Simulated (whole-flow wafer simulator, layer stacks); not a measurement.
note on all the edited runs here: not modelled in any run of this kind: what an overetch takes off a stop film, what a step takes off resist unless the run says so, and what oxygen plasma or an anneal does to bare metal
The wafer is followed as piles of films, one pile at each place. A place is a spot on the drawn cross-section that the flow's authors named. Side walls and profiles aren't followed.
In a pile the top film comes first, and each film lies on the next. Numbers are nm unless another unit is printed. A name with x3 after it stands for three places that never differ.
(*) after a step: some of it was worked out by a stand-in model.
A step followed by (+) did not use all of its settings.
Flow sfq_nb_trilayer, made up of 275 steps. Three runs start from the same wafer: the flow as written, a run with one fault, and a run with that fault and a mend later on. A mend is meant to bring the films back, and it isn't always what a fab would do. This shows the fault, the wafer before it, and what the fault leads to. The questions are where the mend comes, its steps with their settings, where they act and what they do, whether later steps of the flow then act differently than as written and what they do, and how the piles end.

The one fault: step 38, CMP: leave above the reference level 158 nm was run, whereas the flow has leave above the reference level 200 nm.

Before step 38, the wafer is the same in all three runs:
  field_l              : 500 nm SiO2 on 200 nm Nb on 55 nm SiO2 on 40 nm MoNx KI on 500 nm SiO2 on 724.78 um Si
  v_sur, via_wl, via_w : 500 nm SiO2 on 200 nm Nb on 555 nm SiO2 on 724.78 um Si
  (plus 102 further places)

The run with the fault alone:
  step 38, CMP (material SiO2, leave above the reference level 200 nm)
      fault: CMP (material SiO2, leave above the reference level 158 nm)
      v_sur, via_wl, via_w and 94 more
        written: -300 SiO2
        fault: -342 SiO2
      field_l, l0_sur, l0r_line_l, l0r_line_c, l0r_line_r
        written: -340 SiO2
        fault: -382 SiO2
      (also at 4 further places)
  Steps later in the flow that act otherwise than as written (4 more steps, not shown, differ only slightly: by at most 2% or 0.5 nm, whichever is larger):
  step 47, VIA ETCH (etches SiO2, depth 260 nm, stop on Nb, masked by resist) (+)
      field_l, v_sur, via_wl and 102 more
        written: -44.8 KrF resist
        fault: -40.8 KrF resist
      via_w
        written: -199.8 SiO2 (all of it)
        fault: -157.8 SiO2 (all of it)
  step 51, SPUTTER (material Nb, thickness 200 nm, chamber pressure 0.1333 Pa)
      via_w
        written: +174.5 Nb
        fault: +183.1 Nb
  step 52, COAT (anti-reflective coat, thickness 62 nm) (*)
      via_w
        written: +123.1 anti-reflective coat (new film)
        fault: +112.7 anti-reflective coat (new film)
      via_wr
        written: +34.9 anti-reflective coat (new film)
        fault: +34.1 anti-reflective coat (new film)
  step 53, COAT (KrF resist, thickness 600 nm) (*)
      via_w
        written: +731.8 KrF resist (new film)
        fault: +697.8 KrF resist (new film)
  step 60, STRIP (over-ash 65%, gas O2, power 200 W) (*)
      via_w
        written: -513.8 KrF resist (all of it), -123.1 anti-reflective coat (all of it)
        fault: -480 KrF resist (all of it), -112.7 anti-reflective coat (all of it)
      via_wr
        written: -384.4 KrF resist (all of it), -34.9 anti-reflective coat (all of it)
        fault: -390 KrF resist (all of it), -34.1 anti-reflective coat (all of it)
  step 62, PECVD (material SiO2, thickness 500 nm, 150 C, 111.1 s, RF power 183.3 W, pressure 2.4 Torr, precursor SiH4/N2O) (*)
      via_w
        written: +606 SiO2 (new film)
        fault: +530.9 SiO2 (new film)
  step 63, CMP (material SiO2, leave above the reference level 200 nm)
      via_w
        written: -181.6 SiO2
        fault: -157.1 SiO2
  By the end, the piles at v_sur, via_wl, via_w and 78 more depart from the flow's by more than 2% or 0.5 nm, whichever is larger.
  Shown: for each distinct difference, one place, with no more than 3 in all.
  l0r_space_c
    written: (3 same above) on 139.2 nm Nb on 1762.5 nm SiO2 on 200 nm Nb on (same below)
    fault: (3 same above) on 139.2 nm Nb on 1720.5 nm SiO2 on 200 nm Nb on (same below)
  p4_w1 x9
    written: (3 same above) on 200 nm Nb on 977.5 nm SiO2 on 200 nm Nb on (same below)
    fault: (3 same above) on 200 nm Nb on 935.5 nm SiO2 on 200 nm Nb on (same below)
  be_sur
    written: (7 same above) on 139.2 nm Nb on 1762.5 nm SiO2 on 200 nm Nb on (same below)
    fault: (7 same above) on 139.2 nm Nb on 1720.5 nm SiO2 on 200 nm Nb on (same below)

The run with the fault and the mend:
  After step 39 comes the mend.
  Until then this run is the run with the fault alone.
  step 39a, PECVD (material SiO2, thickness 42 nm, 150 C, 9.333 s, RF power 183.3 W, pressure 2.4 Torr, precursor SiH4/N2O) (the flow's step 37, run once more with other settings)
      field_l, v_sur, via_wl and 103 more
        +42 SiO2
  Later steps of the flow that are run all act as written at every place that is followed, up to a difference of at most 2% or 0.5 nm, whichever is larger.
  The piles end only slightly different from the flow's at the places that both follow, by no more than 2% or 0.5 nm, whichever is larger.
